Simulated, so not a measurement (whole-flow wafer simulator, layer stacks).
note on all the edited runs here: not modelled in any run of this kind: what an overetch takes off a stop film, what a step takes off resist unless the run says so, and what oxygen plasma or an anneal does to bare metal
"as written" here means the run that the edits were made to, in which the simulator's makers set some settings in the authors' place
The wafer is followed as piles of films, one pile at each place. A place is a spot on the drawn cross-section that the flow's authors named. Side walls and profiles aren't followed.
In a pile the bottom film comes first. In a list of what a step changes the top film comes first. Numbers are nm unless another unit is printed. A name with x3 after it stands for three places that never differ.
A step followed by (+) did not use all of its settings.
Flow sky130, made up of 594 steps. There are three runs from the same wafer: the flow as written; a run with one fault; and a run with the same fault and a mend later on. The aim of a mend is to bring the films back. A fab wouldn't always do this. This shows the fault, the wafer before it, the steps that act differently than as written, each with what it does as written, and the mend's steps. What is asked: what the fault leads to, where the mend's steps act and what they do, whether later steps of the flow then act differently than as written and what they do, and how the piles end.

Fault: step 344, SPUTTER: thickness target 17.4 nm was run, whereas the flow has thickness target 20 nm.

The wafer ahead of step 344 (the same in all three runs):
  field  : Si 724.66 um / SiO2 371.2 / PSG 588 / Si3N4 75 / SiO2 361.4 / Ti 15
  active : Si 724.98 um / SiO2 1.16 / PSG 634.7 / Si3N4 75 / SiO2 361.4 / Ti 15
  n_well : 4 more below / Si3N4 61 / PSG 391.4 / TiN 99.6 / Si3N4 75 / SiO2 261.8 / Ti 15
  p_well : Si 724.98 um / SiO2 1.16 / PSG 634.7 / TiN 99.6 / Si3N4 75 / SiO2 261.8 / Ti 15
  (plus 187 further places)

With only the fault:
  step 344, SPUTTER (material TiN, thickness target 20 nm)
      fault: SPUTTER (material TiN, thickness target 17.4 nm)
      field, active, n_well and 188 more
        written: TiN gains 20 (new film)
        fault: TiN gains 17.4 (new film)
  Steps further on in the flow that do not act as written (17 more steps, not shown, differ only slightly: by at most 2% or 0.5 nm, whichever is larger):
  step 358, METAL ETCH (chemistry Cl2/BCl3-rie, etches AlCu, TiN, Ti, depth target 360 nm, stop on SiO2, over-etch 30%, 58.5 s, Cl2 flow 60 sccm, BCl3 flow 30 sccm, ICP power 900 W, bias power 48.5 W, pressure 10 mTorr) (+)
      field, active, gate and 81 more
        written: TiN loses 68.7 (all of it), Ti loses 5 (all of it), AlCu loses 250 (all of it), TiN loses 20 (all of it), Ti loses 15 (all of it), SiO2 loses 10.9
        fault: TiN loses 68.7 (all of it), Ti loses 5 (all of it), AlCu loses 250 (all of it), TiN loses 17.4 (all of it), Ti loses 15 (all of it), SiO2 loses 11.2
  The piles end different from the flow's at n_well, p_well, gate_hv and 104 more by more than 2% or 0.5 nm, whichever is larger.
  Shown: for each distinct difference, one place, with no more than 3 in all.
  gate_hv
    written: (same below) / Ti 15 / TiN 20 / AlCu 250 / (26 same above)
    fault: (same below) / Ti 15 / TiN 17.4 / AlCu 250 / (26 same above)
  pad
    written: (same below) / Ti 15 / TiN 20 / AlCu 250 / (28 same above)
    fault: (same below) / Ti 15 / TiN 17.4 / AlCu 250 / (28 same above)
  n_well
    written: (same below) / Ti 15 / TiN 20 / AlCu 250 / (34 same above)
    fault: (same below) / Ti 15 / TiN 17.4 / AlCu 250 / (34 same above)

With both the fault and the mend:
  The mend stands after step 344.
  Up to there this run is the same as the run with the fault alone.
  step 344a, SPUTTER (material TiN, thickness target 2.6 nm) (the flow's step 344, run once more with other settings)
      field, active, n_well and 188 more
        TiN gains 2.6
  None of the later steps of the flow acts differently than as written at any place that is followed.
  By the end, the piles equal the flow's at every place that both follow.
